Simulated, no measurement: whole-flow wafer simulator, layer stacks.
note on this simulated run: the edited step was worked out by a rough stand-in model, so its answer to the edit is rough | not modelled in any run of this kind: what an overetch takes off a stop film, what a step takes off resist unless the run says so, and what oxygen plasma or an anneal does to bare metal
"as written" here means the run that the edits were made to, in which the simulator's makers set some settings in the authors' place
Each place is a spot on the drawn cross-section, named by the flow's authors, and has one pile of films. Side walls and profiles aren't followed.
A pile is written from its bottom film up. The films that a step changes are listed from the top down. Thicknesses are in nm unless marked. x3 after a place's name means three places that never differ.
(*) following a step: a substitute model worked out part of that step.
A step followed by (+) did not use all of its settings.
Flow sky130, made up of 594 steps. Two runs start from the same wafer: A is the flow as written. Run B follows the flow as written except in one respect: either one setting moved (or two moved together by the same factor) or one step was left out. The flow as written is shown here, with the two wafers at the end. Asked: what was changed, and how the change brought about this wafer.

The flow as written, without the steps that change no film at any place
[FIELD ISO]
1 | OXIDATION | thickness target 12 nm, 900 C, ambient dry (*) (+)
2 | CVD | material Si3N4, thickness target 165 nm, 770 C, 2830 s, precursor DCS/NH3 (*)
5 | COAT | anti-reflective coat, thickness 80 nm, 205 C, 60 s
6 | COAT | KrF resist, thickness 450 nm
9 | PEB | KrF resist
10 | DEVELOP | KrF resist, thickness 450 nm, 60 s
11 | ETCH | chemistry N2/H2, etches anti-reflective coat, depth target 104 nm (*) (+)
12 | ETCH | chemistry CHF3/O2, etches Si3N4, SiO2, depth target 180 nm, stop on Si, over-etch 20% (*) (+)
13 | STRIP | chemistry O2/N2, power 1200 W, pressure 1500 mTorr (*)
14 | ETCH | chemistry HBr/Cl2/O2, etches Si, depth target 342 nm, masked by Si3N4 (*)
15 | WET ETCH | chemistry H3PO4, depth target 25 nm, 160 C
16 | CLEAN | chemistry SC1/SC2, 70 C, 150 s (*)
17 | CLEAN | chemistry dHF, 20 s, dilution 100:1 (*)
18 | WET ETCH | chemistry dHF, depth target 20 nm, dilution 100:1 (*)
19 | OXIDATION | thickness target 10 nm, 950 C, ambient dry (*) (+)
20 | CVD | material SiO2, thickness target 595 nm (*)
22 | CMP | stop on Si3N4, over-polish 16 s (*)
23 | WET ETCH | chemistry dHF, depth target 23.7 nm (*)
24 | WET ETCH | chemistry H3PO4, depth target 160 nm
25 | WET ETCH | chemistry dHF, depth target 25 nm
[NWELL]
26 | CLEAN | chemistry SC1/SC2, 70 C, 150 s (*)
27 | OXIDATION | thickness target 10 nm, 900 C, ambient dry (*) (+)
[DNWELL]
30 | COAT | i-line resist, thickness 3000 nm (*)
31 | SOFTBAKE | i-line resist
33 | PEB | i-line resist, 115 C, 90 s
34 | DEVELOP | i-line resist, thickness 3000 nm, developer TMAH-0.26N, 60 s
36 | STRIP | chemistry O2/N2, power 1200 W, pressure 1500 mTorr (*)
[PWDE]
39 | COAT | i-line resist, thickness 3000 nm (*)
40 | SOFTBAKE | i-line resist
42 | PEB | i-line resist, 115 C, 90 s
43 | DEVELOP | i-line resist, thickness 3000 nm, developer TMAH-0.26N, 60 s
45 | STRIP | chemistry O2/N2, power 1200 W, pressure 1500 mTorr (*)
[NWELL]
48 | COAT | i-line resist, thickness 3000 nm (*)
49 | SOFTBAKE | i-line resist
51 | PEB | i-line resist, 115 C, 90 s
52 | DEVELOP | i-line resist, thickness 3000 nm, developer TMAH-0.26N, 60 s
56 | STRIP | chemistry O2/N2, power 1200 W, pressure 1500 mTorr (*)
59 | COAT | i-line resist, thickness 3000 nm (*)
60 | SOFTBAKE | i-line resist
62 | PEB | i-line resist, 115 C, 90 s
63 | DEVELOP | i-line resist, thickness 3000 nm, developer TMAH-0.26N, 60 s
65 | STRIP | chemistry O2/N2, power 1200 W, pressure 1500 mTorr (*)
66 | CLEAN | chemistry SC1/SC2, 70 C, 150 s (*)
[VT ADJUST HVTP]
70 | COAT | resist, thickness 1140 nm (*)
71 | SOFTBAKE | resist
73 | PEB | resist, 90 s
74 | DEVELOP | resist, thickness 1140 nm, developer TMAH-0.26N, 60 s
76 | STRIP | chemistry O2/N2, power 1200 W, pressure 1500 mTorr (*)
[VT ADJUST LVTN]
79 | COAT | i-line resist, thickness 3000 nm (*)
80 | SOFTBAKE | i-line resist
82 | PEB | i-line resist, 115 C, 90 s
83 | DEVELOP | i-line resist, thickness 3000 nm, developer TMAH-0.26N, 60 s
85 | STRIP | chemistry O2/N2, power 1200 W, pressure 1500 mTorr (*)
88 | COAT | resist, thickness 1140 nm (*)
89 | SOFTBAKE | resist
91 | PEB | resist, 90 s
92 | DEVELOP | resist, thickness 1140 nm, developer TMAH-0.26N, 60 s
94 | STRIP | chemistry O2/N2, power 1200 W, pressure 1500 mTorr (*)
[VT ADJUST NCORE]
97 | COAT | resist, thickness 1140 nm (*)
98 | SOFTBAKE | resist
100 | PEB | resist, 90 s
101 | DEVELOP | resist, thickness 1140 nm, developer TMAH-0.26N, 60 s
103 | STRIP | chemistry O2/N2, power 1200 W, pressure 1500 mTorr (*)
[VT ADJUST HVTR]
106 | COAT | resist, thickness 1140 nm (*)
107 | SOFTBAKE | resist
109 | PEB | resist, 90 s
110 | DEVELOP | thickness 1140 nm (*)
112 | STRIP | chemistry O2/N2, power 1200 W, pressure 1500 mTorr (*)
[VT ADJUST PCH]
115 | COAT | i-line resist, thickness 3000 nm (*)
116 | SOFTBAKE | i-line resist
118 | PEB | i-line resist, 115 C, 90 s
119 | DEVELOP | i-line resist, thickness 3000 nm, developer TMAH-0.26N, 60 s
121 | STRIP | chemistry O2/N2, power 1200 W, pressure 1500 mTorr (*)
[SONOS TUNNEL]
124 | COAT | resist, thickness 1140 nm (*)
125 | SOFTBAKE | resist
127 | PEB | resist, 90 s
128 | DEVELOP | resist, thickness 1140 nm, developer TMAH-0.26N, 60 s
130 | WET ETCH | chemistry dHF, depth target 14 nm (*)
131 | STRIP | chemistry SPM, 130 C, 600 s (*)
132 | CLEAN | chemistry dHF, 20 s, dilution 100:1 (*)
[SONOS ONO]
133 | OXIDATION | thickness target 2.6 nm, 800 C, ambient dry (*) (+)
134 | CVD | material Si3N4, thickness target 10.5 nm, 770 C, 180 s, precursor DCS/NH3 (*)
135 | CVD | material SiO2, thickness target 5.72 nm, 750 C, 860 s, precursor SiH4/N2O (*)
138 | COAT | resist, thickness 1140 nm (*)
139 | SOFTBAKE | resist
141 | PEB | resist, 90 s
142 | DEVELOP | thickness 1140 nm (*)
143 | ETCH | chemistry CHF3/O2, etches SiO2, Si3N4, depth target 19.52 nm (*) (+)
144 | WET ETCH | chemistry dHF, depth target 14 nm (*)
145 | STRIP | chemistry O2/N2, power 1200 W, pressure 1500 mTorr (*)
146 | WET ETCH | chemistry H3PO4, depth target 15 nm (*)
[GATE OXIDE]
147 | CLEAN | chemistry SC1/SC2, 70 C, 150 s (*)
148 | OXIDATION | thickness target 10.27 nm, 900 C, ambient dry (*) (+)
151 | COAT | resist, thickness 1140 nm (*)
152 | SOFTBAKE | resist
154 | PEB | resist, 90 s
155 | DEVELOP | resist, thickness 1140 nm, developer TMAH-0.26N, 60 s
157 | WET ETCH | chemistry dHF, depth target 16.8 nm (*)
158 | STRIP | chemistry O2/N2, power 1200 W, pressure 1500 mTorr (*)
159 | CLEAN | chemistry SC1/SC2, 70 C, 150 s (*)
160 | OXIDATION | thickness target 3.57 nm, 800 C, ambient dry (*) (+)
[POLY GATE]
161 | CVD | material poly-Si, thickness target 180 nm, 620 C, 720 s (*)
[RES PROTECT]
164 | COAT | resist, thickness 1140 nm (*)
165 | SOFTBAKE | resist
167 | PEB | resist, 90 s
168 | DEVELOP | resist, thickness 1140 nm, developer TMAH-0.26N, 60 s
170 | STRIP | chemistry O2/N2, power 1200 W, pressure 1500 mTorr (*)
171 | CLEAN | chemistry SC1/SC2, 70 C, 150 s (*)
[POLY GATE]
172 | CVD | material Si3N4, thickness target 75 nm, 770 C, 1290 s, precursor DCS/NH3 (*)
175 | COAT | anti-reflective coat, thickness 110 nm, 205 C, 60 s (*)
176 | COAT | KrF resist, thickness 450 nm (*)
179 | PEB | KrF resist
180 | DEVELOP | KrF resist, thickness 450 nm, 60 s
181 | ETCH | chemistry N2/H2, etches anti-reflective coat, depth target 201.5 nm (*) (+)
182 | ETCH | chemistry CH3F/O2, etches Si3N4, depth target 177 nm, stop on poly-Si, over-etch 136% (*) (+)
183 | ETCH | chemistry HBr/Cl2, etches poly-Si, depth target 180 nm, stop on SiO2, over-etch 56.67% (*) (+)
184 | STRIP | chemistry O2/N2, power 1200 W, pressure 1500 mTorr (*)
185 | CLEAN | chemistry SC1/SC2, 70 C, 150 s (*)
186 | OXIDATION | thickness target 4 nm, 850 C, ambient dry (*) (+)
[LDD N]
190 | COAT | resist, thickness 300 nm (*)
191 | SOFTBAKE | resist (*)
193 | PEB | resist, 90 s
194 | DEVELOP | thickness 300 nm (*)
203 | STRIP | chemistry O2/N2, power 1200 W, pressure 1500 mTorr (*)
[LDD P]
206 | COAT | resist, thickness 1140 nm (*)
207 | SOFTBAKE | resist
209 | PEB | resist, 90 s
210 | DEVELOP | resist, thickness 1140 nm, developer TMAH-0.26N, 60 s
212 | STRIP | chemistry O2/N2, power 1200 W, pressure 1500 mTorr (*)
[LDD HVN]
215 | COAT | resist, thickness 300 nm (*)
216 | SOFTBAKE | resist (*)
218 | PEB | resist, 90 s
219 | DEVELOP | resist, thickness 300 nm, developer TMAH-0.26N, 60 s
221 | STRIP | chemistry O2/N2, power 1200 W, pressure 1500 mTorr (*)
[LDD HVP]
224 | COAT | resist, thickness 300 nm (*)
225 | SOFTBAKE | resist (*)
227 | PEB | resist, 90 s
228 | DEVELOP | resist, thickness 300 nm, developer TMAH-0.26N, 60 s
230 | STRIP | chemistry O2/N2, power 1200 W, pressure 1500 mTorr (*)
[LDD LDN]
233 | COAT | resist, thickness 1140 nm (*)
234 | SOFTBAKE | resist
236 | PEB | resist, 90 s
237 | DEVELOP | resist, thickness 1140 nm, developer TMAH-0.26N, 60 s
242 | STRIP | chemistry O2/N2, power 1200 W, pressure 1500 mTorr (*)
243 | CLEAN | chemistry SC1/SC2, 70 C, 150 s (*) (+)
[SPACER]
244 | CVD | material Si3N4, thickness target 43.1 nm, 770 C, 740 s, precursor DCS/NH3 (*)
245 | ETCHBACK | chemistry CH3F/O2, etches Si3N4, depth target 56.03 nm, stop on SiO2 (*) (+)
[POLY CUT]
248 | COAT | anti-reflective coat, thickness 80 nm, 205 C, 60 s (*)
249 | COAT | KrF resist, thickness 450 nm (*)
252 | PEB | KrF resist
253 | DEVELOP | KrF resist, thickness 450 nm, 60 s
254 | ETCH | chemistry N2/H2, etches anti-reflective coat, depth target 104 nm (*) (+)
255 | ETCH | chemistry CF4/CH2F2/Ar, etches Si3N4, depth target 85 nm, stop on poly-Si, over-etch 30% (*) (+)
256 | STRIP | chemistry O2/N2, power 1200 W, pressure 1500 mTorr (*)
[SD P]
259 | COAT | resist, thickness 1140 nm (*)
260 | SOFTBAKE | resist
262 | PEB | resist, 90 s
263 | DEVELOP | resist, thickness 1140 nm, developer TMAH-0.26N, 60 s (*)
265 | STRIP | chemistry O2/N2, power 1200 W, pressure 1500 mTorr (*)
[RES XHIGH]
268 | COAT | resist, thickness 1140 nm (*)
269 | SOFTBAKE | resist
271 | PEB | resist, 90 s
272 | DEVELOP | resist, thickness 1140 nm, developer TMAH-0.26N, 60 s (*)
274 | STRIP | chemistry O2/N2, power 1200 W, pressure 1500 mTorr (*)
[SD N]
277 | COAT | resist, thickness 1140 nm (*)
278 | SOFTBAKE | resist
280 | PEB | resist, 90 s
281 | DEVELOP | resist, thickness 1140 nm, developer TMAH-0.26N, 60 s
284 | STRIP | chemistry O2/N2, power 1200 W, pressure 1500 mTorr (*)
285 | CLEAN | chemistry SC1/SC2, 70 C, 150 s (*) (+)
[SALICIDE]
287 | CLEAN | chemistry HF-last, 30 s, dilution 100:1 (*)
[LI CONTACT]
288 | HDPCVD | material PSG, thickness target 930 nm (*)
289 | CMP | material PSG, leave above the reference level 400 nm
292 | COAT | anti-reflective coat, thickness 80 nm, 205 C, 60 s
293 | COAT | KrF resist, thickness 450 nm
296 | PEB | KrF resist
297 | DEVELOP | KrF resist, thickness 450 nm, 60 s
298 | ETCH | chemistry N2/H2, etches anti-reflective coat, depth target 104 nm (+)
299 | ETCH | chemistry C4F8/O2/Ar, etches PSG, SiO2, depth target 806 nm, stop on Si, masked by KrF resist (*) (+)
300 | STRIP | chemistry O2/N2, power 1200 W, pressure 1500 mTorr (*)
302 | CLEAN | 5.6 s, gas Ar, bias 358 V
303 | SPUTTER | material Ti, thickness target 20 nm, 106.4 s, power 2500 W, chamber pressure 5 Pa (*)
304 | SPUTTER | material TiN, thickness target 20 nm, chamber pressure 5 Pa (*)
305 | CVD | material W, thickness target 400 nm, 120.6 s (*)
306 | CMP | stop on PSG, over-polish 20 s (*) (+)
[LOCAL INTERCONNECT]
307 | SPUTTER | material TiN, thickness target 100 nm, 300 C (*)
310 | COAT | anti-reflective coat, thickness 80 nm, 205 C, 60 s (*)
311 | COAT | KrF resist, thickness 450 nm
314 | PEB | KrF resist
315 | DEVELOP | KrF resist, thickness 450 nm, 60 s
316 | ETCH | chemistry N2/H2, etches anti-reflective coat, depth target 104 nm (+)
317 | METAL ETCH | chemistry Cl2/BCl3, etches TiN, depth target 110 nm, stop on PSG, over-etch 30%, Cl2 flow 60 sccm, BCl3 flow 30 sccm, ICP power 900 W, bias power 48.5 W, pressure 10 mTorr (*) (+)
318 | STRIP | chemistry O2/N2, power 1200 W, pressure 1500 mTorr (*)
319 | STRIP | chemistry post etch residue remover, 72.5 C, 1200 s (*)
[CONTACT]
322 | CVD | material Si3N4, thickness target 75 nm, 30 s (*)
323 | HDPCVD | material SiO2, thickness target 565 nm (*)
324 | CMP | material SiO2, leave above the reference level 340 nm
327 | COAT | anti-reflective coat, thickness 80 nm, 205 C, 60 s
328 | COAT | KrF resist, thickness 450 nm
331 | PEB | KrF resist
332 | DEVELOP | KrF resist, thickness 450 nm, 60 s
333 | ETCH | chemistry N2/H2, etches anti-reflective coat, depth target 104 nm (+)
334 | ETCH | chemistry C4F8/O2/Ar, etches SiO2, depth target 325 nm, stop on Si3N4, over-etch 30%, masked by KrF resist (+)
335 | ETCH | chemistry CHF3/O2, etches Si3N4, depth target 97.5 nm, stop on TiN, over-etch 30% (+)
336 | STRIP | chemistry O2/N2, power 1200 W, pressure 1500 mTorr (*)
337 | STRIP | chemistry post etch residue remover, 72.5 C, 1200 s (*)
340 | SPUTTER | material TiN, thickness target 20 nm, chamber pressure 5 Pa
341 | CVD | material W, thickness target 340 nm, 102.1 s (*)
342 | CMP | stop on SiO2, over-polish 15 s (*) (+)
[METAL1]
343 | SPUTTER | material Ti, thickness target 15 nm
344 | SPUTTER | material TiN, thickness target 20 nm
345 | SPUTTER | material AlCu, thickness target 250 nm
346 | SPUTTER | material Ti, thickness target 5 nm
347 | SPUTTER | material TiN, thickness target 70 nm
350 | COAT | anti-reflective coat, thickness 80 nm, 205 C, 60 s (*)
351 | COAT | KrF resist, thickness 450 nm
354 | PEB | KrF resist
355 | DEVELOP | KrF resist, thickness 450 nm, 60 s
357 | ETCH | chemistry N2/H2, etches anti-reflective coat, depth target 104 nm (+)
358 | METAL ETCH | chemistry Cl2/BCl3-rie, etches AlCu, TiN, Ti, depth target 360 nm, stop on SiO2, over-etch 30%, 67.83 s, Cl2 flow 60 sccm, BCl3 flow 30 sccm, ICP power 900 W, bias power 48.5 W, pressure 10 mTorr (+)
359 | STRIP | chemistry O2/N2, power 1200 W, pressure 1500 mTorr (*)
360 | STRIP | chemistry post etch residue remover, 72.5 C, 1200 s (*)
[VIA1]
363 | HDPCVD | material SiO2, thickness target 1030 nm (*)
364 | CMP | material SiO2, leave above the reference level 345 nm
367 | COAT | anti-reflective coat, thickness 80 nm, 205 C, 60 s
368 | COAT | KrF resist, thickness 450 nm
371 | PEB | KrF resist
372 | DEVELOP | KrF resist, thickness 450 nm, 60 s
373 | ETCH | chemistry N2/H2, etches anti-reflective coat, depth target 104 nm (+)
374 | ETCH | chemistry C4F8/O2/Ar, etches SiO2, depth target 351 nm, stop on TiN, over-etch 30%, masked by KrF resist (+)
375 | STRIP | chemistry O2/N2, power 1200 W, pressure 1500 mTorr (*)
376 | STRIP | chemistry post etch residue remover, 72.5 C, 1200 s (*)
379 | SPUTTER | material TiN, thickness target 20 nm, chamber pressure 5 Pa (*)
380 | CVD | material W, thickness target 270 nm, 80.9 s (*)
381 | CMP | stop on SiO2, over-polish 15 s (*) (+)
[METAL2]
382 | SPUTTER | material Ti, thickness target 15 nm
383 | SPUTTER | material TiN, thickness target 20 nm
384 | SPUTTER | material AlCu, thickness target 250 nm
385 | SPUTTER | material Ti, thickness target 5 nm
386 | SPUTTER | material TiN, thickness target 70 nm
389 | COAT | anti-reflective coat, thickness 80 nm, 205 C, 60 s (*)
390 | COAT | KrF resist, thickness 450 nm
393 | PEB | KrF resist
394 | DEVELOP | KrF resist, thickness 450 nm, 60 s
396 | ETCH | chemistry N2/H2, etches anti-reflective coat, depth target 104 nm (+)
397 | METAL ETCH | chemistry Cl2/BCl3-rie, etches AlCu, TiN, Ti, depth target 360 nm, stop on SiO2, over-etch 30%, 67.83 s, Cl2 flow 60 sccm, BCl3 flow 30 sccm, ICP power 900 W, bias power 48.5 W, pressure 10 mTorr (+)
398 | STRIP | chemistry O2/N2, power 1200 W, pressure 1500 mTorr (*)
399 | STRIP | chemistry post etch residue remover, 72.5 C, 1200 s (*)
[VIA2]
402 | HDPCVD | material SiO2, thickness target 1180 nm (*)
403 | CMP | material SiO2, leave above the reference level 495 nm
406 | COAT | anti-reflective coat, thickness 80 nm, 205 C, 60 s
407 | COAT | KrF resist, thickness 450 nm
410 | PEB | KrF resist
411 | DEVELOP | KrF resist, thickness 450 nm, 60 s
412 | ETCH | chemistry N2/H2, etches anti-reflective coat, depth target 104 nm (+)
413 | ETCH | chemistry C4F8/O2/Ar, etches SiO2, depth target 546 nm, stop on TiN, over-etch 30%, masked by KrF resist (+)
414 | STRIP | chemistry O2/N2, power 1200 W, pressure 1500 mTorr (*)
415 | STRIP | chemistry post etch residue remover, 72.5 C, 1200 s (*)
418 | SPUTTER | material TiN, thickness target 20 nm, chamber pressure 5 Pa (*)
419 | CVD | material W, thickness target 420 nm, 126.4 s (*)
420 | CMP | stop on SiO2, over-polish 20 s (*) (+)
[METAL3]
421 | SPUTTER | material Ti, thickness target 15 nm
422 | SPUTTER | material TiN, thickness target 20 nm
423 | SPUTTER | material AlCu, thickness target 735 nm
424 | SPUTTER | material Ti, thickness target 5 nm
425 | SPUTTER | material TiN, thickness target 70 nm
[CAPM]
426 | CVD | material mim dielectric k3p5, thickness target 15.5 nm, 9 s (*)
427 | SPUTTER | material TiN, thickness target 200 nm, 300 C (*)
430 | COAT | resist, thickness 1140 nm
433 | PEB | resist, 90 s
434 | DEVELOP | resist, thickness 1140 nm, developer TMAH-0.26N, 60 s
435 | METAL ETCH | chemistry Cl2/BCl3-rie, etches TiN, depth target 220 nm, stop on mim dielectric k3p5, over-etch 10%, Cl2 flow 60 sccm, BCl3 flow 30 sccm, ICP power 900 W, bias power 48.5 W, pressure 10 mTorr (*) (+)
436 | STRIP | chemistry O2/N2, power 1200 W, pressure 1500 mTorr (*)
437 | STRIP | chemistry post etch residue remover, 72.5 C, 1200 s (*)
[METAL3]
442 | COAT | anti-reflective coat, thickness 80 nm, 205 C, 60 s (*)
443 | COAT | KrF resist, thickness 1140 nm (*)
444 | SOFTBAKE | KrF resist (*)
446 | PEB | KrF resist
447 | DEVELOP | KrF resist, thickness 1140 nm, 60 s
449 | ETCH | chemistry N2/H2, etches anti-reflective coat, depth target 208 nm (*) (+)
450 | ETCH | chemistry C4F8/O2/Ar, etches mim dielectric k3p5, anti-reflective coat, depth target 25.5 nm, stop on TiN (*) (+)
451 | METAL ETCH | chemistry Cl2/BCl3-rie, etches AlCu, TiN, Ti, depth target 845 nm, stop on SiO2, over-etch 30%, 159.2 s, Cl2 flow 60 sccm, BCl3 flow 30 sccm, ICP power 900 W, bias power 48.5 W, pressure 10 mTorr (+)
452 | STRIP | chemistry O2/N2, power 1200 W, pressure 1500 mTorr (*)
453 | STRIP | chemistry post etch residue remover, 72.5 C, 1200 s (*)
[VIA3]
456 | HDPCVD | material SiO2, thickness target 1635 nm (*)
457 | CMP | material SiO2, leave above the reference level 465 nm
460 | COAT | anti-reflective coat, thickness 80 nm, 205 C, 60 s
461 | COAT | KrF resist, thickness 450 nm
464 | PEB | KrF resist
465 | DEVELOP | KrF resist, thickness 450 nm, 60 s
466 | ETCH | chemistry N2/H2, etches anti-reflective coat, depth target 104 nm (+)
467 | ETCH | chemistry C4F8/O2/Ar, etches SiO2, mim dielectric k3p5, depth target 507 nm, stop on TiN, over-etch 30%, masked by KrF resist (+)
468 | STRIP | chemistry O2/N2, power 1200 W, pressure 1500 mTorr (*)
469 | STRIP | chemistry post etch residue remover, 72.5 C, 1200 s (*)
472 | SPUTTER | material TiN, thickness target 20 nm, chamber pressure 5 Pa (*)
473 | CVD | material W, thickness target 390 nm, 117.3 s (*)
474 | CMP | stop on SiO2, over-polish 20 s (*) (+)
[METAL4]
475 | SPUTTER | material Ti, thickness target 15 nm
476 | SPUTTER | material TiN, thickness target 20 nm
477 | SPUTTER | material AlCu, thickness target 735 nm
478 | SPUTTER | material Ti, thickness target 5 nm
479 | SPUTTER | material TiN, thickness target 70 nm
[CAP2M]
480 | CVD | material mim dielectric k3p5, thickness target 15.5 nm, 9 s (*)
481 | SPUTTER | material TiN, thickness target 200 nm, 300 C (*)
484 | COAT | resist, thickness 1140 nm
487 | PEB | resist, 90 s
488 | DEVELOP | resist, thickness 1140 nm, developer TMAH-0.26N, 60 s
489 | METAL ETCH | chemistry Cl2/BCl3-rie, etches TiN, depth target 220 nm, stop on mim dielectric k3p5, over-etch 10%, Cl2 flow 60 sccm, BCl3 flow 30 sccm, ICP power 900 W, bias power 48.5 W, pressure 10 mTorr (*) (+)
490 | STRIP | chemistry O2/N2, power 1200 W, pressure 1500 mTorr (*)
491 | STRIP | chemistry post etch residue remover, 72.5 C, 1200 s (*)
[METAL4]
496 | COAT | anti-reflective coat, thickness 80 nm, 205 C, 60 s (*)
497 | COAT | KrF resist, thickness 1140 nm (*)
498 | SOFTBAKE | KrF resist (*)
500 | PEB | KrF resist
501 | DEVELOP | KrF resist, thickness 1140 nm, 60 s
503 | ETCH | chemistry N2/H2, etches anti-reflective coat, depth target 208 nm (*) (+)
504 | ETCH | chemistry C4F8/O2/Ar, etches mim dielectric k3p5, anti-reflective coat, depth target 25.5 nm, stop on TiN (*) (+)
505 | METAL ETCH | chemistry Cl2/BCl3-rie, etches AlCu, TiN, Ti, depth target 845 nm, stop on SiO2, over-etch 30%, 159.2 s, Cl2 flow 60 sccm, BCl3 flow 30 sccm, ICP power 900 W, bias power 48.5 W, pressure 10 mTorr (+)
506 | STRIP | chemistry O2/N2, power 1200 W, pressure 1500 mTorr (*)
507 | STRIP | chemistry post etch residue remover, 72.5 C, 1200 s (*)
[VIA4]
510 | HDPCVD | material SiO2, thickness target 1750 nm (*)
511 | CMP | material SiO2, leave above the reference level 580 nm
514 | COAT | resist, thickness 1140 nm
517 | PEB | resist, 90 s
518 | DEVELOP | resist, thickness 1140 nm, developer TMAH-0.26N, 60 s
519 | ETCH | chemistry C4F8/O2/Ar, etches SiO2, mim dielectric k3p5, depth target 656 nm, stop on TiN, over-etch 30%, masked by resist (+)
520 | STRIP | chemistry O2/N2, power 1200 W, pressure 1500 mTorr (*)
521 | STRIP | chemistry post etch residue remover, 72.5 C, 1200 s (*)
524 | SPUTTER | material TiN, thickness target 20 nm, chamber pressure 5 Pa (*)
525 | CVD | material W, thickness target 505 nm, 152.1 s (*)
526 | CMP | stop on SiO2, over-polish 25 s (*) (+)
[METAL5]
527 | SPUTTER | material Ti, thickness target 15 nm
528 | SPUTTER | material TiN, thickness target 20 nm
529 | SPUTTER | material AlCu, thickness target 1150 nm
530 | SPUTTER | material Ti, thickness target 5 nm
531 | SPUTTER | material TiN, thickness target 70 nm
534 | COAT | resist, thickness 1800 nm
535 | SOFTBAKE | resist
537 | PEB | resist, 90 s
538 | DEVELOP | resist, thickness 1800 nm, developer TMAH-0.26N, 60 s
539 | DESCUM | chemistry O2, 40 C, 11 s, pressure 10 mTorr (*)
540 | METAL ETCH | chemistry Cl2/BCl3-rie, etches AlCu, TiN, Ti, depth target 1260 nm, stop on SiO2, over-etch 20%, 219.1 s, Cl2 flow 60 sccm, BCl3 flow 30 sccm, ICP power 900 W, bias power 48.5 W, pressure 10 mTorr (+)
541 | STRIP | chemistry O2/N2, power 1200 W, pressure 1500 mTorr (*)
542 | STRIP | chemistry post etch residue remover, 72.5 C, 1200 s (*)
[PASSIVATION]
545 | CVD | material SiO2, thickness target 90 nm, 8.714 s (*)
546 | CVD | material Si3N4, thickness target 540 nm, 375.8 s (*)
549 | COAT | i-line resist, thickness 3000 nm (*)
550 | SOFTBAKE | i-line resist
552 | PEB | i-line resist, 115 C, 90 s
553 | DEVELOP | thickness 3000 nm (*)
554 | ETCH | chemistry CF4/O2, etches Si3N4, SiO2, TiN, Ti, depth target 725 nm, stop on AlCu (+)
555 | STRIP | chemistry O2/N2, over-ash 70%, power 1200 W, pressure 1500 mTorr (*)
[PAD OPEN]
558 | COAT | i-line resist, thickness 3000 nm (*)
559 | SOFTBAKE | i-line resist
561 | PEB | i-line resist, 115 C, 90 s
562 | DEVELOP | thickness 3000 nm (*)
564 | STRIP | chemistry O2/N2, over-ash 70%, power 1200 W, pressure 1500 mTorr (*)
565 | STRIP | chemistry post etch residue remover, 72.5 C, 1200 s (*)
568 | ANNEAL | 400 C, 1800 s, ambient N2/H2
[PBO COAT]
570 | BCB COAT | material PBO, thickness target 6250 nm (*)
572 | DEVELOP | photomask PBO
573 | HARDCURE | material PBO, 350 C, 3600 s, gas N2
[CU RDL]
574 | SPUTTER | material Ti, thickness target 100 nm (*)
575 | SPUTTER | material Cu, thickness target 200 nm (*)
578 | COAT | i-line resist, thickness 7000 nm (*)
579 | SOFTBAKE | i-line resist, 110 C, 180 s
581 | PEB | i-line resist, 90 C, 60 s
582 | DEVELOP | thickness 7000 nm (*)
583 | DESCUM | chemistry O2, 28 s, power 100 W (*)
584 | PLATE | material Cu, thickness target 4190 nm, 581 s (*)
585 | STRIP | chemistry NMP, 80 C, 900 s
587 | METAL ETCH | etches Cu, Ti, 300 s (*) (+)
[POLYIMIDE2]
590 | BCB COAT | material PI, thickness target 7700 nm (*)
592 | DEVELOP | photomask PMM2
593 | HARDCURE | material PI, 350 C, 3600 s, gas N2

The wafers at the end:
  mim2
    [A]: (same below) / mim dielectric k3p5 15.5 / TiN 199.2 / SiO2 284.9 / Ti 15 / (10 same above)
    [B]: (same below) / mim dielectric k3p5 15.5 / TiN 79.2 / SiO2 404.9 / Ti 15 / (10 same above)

Cause: step 481, SPUTTER: thickness target 80 nm was run, though the flow has thickness target 200 nm.

The path from the change to this, step by step:
  481 | SPUTTER | material TiN, thickness target 200 nm, 300 C (*)
      field, active, n_well and 189 more: A +200 TiN (new film) | B +80 TiN (new film)
  489 | METAL ETCH | chemistry Cl2/BCl3-rie, etches TiN, depth target 220 nm, stop on mim dielectric k3p5, over-etch 10%, Cl2 flow 60 sccm, BCl3 flow 30 sccm, ICP power 900 W, bias power 48.5 W, pressure 10 mTorr (*) (+)
      field, active, n_well and 188 more: A -200 TiN (all of it) | B -80 TiN (all of it)
      mim2: A -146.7 resist | B -58.7 resist
  490 | STRIP | chemistry O2/N2, power 1200 W, pressure 1500 mTorr (*)
      mim2: A -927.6 resist (all of it) | B -1015.6 resist (all of it)
  496 | COAT | anti-reflective coat, thickness 80 nm, 205 C, 60 s (*)
      iso_guard__w2: A +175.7 anti-reflective coat (new film) | B +105.1 anti-reflective coat (new film)
      mim2: A +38 anti-reflective coat (new film) | B +37.1 anti-reflective coat (new film)
  497 | COAT | KrF resist, thickness 1140 nm (*)
      iso_guard__w2: A +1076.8 KrF resist (new film) | B +1124.1 KrF resist (new film)
      mim2: A +1021 KrF resist (new film) | B +1113.7 KrF resist (new film)
  500 | PEB | KrF resist
      mim2: A -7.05 KrF resist | B -7.71 KrF resist
  506 | STRIP | chemistry O2/N2, power 1200 W, pressure 1500 mTorr (*)
      iso_guard__w2: A -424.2 KrF resist (all of it), -175.7 anti-reflective coat (all of it) | B -471.2 KrF resist (all of it), -105.1 anti-reflective coat (all of it)
      mim2: A -368.7 KrF resist (all of it), -38 anti-reflective coat (all of it) | B -460.9 KrF resist (all of it), -37.1 anti-reflective coat (all of it)
  511 | CMP | material SiO2, leave above the reference level 580 nm
      mim2: A -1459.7 SiO2 | B -1339.7 SiO2
